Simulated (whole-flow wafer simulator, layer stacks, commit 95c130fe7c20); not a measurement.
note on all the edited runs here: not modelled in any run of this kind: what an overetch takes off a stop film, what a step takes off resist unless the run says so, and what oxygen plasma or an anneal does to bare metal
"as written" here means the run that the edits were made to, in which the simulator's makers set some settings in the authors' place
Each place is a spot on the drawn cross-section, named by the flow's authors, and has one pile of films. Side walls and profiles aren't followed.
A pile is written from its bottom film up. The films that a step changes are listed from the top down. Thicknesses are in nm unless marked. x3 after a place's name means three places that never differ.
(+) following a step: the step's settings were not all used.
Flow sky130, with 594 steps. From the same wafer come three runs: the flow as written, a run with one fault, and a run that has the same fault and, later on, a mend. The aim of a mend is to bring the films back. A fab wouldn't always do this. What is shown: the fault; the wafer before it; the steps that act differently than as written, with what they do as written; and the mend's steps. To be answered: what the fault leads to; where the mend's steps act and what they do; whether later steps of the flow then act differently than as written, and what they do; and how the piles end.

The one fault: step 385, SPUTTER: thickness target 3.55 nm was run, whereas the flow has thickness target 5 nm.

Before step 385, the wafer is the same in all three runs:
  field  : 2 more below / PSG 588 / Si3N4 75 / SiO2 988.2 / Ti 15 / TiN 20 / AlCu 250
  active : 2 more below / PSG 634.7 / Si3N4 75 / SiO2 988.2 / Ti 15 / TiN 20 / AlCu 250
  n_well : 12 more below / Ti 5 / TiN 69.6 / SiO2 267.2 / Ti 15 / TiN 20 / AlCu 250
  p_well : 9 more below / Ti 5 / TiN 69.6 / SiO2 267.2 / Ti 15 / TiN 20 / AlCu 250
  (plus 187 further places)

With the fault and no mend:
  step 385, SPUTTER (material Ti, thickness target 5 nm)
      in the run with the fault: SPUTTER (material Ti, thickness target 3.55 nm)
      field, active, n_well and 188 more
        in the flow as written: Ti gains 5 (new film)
        in the run with the fault: Ti gains 3.55 (new film)
  Later steps of the flow acting differently than as written (19 more steps, not shown, differ only slightly: by at most 2% or 0.5 nm, whichever is larger):
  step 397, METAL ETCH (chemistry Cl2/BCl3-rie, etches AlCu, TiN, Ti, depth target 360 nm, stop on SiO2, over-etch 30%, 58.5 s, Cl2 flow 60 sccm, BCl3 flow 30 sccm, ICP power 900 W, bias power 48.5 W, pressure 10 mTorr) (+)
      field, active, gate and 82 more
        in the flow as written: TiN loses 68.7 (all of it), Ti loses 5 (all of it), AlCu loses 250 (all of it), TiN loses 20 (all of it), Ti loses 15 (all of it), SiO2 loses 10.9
        in the run with the fault: TiN loses 68.7 (all of it), Ti loses 3.55 (all of it), AlCu loses 250 (all of it), TiN loses 20 (all of it), Ti loses 15 (all of it), SiO2 loses 11.1
  By the end, the piles at n_well, p_well, gate_hv and 103 more depart from the flow's by more than 2% or 0.5 nm, whichever is larger.
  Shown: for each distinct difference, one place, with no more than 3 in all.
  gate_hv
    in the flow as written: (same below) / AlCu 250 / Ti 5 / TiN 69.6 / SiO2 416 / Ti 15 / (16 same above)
    in the run with the fault: (same below) / AlCu 250 / Ti 3.55 / TiN 69.6 / SiO2 417.5 / Ti 15 / (16 same above)
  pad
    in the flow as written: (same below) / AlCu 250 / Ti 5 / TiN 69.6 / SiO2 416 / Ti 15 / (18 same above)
    in the run with the fault: (same below) / AlCu 250 / Ti 3.55 / TiN 69.6 / SiO2 417.5 / Ti 15 / (18 same above)
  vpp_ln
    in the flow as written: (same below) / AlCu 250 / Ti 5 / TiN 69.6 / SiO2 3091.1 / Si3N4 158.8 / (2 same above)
    in the run with the fault: (same below) / AlCu 250 / Ti 3.55 / TiN 69.6 / SiO2 3092.6 / Si3N4 158.8 / (2 same above)

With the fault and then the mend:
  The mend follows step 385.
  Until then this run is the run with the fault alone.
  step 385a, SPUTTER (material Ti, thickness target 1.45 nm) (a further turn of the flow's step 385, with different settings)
      field, active, n_well and 188 more
        Ti gains 1.45
  Later steps of the flow that are run all act as written at every place that is followed.
  The piles end the same as the flow's at every place that both follow.
